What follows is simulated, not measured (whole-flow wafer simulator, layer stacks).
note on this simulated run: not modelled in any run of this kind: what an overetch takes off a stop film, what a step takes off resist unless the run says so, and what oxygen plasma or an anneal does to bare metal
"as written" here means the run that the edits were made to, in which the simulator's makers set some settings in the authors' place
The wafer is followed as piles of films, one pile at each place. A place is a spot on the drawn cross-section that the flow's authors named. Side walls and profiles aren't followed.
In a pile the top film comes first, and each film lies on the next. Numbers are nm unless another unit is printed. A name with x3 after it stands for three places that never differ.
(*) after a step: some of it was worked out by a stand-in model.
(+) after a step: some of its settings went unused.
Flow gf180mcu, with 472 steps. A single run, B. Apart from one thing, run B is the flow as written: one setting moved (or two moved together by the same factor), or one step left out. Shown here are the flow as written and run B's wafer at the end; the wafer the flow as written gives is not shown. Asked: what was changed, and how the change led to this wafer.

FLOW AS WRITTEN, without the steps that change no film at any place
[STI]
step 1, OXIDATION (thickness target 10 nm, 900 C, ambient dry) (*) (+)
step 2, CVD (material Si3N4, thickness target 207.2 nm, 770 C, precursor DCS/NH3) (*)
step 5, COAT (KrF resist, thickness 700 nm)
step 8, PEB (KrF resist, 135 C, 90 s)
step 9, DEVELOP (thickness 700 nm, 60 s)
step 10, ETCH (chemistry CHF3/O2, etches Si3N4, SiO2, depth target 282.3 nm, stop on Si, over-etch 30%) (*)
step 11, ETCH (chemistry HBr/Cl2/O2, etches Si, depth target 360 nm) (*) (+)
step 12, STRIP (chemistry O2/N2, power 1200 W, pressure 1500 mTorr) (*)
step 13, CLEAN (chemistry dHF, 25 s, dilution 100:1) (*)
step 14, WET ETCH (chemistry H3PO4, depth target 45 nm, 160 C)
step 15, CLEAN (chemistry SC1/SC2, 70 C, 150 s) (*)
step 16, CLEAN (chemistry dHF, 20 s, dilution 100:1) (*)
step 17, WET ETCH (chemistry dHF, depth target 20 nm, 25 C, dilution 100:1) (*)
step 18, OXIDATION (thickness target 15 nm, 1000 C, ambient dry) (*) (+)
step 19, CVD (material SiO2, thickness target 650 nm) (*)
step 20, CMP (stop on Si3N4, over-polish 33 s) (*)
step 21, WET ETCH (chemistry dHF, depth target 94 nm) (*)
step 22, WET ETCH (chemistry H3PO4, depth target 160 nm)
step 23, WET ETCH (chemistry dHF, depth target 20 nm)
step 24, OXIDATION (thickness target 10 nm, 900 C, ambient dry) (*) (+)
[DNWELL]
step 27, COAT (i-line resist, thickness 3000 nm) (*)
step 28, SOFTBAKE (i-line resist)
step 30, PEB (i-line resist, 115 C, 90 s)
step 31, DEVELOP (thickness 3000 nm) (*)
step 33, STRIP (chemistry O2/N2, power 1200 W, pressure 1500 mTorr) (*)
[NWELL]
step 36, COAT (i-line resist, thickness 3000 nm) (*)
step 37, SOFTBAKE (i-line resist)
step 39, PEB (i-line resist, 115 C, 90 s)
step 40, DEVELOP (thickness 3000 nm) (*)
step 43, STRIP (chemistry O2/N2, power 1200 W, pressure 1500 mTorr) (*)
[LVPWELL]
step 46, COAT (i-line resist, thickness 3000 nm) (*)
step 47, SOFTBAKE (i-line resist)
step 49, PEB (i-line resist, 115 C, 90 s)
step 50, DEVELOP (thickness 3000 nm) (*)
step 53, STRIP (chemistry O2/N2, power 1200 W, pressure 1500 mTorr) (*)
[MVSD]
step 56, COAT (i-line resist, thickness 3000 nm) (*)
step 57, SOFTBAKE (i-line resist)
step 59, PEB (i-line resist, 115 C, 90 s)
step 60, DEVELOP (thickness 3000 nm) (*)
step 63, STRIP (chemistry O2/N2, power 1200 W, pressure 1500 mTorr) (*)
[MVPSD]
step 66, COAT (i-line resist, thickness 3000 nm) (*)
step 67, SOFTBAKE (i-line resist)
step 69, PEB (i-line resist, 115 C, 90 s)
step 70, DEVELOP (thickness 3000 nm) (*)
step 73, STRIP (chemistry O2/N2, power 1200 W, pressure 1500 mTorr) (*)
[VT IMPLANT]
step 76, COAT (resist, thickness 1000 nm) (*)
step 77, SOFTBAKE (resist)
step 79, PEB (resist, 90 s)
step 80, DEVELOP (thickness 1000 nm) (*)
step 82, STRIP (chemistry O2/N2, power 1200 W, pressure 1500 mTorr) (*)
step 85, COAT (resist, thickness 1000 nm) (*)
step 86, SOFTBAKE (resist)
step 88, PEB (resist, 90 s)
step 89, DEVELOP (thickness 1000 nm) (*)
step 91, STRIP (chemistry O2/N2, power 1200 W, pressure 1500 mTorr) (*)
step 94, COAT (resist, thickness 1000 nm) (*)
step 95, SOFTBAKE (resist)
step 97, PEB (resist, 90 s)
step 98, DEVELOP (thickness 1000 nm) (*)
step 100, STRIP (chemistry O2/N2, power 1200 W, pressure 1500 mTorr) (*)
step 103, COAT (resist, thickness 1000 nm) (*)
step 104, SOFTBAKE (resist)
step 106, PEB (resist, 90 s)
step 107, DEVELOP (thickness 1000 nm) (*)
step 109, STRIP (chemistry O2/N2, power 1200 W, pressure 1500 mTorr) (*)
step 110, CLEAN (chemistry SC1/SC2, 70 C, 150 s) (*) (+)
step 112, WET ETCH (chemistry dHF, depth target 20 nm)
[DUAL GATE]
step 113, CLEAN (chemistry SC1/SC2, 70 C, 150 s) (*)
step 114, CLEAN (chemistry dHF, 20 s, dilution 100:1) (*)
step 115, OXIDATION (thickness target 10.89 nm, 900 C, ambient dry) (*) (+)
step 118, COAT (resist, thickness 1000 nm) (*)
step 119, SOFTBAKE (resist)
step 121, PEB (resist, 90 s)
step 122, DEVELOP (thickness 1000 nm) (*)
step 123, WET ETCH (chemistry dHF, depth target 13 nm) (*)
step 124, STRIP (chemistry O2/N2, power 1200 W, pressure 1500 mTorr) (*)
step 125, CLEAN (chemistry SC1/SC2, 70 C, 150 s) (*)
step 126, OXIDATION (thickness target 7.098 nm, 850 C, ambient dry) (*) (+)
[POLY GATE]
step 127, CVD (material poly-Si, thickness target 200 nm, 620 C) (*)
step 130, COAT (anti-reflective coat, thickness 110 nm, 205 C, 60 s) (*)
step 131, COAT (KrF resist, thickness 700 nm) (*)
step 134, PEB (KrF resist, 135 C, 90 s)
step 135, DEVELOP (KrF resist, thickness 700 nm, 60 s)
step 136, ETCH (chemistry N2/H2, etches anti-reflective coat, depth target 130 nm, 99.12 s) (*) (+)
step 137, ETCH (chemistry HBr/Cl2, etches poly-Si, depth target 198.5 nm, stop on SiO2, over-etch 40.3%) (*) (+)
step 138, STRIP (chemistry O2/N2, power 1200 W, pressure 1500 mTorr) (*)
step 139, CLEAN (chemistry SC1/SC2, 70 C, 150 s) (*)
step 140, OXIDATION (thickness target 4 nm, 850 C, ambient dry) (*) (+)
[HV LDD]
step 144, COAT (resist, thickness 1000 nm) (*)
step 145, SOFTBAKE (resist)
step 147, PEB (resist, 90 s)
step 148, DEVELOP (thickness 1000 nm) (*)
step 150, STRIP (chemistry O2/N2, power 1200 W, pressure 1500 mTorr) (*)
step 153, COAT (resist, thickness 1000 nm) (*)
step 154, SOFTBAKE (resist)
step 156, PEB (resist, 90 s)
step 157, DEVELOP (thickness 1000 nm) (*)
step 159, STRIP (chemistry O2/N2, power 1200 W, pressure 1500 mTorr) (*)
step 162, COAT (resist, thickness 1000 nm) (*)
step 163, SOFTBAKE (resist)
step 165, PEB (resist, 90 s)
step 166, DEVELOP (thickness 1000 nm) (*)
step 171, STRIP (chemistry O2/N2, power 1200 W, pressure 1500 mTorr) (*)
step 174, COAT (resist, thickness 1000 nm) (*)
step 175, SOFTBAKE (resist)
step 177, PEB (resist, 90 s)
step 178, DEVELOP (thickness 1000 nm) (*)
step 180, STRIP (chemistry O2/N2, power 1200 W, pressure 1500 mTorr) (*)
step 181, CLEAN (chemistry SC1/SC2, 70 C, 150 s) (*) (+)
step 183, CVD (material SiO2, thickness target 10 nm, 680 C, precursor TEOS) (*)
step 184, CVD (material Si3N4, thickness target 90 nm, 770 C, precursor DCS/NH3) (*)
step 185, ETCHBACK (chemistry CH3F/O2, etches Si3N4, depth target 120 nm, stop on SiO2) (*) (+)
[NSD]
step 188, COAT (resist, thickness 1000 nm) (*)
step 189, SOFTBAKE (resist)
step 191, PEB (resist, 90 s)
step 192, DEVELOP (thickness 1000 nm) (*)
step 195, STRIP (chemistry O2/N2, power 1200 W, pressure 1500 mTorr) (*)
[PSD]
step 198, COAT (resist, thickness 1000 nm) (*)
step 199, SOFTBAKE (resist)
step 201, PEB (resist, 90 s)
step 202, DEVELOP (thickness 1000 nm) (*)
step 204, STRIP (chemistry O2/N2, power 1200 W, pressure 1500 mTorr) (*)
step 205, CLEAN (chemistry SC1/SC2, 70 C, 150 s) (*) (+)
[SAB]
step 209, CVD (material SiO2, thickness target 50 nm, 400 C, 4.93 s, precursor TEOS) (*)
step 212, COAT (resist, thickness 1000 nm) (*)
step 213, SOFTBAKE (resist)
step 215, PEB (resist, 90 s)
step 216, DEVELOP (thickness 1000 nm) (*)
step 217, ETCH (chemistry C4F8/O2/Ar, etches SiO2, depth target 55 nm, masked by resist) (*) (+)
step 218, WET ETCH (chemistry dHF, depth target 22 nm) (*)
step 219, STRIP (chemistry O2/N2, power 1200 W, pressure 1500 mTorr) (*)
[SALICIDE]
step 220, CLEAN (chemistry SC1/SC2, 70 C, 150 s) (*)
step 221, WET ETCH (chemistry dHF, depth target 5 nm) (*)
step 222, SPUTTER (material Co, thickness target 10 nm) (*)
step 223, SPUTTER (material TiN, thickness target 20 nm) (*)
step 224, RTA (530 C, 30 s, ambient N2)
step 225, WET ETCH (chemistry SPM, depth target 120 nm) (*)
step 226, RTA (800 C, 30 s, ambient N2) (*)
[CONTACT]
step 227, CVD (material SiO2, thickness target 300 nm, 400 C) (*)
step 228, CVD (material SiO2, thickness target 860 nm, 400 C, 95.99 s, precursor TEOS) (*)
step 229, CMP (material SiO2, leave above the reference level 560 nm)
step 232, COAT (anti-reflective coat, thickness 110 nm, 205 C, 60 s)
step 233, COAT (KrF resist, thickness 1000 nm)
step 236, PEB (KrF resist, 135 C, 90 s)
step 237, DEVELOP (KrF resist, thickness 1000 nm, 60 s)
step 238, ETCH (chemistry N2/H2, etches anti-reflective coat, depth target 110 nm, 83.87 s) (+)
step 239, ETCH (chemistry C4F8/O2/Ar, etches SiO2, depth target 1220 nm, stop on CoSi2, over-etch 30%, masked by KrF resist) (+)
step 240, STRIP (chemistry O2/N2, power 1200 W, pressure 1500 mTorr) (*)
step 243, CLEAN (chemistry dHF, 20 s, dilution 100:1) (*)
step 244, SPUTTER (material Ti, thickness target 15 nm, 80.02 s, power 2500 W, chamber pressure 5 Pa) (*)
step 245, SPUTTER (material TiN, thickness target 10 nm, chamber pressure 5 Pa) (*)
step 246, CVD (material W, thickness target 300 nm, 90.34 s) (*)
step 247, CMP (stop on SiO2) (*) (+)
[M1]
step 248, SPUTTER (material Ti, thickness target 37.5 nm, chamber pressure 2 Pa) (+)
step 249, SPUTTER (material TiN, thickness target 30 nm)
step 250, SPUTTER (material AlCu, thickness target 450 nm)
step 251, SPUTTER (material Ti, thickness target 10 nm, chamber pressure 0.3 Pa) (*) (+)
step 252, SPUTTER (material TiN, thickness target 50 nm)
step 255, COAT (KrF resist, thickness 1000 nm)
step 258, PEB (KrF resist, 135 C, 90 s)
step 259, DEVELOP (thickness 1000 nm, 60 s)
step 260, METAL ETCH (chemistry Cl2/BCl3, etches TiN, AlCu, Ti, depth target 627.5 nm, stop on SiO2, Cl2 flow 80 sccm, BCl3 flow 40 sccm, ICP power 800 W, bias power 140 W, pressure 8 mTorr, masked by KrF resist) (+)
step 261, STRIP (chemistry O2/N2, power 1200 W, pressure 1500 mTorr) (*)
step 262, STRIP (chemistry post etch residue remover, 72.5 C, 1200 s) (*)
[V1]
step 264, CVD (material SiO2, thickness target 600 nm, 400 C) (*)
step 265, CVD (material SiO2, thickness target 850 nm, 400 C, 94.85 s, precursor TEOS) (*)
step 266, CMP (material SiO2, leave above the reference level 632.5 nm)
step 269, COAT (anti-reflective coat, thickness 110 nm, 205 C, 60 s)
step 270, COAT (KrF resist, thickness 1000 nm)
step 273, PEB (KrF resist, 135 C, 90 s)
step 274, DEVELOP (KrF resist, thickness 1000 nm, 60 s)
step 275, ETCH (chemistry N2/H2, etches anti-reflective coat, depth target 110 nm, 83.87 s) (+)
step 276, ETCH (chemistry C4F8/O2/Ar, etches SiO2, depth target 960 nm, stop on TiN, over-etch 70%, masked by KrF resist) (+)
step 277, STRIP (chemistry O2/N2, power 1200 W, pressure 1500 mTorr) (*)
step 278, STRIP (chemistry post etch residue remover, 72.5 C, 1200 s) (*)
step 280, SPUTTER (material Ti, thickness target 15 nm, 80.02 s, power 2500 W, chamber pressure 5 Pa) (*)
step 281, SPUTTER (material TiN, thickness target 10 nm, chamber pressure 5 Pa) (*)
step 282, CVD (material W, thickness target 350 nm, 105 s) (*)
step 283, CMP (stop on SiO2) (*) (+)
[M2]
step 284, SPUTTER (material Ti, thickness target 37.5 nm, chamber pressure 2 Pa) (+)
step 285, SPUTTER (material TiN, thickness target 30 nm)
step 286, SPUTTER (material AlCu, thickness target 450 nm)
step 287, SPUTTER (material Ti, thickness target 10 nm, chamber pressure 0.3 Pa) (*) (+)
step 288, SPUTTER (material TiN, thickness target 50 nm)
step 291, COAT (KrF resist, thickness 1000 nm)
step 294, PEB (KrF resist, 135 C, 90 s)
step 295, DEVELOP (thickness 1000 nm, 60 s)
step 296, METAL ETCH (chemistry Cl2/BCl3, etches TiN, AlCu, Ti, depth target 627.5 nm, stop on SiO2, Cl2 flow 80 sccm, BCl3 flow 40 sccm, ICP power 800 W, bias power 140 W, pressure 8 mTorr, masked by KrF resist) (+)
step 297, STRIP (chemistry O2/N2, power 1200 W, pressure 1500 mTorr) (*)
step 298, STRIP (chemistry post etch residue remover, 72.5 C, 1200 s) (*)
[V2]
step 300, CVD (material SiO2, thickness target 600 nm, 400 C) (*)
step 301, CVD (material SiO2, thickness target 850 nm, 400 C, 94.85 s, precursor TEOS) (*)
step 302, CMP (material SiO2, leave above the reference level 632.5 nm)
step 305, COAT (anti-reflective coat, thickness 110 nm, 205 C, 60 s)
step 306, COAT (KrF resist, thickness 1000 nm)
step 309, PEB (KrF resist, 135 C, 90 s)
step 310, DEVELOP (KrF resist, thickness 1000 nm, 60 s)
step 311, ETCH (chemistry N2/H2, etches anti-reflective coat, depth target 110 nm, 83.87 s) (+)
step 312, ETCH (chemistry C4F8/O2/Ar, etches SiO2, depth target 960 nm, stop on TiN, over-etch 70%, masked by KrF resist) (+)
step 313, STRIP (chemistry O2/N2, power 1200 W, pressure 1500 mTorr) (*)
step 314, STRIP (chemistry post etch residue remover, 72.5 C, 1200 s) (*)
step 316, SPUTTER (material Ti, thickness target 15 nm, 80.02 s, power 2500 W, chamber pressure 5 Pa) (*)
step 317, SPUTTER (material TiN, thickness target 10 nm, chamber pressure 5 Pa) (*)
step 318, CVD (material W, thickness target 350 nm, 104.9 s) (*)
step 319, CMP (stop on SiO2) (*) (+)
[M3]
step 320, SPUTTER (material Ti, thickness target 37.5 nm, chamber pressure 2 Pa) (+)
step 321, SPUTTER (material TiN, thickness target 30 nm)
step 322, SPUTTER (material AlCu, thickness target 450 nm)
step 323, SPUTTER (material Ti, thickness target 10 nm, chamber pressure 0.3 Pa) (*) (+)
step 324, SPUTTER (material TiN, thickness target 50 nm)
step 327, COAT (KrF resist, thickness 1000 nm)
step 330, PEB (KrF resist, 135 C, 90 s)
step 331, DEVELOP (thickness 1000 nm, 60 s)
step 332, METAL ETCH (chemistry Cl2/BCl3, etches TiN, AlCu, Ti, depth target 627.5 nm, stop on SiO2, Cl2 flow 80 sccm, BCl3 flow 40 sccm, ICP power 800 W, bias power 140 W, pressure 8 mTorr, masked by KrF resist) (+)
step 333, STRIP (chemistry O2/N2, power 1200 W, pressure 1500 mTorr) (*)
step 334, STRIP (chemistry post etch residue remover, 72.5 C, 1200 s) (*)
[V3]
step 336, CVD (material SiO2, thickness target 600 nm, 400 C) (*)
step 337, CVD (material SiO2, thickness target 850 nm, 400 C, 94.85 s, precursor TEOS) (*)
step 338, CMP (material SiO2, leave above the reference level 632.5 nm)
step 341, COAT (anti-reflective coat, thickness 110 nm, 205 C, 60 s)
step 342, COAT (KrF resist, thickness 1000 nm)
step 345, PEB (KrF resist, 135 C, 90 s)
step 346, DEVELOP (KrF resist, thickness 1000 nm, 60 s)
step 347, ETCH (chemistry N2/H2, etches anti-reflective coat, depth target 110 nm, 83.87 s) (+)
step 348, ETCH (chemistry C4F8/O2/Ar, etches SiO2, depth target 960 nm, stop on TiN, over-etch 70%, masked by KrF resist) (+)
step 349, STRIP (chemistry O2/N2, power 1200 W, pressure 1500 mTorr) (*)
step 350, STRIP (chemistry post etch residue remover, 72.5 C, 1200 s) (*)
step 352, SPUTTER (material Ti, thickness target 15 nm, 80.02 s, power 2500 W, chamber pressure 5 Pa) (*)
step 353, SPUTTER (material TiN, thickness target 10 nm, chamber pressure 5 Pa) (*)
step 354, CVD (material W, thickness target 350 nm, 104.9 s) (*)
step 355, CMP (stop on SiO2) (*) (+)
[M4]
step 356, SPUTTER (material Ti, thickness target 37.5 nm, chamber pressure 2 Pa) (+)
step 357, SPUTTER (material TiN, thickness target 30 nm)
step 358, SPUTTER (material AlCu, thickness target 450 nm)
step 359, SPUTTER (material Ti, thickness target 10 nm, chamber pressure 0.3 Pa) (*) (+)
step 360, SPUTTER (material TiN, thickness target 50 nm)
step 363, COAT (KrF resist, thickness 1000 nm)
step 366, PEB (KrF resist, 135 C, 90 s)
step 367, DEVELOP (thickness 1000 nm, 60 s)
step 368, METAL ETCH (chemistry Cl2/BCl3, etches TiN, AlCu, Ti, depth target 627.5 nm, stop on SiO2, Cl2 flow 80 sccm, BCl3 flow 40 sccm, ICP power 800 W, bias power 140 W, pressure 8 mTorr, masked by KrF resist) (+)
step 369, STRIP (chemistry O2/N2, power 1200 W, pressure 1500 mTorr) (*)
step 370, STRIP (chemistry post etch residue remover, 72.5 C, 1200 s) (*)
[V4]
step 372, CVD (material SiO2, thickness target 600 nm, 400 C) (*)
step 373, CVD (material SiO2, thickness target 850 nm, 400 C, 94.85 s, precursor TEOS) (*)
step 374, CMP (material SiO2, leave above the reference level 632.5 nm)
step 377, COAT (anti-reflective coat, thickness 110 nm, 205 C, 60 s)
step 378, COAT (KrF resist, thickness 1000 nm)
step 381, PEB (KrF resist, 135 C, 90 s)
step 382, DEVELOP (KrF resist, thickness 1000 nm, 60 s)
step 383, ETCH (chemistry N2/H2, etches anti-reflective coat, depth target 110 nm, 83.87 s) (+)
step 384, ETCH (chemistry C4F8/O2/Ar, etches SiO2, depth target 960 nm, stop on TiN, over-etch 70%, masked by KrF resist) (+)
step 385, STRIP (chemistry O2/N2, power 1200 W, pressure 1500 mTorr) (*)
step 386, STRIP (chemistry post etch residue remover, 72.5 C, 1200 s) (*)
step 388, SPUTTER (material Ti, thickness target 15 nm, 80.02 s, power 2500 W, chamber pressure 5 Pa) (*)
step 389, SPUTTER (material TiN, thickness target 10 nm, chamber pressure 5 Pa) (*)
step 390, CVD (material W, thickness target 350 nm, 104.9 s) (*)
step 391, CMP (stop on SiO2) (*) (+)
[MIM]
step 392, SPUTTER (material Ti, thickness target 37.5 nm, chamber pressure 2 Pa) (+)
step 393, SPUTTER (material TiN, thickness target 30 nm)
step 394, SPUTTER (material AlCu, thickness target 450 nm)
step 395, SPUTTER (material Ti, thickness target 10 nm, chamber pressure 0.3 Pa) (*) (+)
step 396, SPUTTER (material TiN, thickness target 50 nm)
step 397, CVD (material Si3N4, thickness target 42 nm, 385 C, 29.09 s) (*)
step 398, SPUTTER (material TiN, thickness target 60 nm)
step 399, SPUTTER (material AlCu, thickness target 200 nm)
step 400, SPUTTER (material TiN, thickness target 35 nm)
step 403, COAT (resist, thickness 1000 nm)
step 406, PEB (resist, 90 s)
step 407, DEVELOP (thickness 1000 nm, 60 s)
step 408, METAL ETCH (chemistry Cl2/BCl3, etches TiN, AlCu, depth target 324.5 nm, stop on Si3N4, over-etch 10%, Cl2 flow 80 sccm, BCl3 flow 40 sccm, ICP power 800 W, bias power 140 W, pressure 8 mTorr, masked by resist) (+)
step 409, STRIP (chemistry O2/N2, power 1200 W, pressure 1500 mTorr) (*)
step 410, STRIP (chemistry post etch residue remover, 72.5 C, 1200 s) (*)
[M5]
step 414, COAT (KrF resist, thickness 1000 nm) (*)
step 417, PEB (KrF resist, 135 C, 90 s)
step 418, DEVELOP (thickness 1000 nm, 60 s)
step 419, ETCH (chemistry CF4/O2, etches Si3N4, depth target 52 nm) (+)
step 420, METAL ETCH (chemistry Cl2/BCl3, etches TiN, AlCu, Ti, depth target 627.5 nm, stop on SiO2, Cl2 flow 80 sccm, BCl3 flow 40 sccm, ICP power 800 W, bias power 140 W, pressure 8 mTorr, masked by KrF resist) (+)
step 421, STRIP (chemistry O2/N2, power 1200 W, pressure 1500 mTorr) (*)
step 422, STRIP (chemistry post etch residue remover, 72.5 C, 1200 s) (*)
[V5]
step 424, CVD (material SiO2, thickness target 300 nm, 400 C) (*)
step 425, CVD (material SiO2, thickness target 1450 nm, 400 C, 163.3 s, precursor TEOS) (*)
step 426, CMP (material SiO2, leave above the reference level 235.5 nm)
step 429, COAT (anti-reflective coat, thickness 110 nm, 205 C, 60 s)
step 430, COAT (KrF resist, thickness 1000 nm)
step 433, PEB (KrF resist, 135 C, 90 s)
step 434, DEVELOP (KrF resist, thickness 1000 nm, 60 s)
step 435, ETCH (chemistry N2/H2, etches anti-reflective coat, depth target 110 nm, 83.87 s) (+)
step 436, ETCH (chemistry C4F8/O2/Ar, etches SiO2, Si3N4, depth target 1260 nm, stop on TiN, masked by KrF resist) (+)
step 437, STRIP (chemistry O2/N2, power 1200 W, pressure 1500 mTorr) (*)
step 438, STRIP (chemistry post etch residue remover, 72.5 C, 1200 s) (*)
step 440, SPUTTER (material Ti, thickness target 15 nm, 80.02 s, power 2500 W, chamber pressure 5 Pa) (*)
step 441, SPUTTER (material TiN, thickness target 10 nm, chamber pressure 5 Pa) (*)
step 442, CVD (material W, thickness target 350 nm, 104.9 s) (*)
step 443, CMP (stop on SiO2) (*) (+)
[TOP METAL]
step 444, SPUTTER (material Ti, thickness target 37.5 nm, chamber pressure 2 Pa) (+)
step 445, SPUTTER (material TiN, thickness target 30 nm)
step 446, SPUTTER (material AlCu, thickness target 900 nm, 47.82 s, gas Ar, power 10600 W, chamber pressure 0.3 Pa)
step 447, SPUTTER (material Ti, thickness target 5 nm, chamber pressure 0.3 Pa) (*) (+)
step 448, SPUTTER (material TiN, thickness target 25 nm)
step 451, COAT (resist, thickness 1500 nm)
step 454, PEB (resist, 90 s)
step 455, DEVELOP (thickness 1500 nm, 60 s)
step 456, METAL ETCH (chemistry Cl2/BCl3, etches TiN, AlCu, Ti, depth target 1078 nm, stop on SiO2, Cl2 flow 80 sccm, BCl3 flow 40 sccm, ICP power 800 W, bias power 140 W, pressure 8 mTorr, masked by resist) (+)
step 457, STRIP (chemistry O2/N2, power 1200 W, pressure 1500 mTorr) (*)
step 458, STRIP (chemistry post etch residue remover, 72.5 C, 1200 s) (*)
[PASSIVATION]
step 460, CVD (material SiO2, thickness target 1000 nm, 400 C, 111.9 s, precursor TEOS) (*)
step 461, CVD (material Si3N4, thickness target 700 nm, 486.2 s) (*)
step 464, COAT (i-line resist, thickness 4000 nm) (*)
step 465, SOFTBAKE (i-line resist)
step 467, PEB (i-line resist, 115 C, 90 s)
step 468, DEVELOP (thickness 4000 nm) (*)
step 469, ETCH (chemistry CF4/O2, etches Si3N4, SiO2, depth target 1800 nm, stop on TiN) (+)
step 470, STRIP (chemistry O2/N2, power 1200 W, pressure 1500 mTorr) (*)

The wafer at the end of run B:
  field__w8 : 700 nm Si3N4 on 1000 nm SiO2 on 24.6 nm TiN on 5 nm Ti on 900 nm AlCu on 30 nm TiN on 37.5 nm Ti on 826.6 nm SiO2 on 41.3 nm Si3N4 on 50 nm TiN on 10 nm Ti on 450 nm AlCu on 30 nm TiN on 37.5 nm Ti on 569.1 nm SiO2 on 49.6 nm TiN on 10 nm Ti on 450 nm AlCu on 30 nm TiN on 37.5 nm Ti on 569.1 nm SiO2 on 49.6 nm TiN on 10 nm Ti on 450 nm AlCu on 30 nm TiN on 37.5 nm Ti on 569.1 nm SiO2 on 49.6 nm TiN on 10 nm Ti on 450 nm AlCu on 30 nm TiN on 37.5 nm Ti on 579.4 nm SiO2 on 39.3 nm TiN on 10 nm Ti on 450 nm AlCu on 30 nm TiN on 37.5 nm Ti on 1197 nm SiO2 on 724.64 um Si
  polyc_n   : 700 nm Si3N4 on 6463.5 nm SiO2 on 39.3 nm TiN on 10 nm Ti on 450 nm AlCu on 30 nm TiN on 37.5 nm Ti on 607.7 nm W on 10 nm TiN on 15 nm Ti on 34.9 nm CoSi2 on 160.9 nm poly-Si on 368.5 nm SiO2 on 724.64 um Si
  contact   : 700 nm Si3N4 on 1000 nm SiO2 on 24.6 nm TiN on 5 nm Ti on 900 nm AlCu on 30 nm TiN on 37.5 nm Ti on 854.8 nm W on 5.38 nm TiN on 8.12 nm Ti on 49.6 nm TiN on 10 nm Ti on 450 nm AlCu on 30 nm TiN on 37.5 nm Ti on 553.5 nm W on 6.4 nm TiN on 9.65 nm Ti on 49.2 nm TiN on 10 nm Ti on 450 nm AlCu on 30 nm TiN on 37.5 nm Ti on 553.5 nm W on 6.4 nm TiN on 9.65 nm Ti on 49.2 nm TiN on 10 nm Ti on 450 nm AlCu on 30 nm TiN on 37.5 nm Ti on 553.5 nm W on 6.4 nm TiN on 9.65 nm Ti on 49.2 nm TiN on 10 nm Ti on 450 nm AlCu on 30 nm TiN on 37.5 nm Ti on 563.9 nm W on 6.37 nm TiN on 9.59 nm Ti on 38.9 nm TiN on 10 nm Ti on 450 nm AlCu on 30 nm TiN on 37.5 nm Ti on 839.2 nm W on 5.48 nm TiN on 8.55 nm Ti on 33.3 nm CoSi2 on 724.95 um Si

The reason: step 252, SPUTTER: thickness target 39.7 nm was run, though the flow has thickness target 50 nm.

The path from the change to this, step by step:
  step 252, SPUTTER (material TiN, thickness target 50 nm)
      field, field__w1, field__w2 and 108 more: +39.7 TiN (new film) (as written it would have been: +50 TiN (new film))
  step 260, METAL ETCH (chemistry Cl2/BCl3, etches TiN, AlCu, Ti, depth target 627.5 nm, stop on SiO2, Cl2 flow 80 sccm, BCl3 flow 40 sccm, ICP power 800 W, bias power 140 W, pressure 8 mTorr, masked by KrF resist) (+)
      field, field__w1, field__w2 and 99 more: -39.7 TiN (all of it), -10 Ti (all of it), -450 AlCu (all of it), -30 TiN (all of it), -37.5 Ti (all of it) (as written it would have been: -50 TiN (all of it), -10 Ti (all of it), -450 AlCu (all of it), -30 TiN (all of it), -37.5 Ti (all of it))
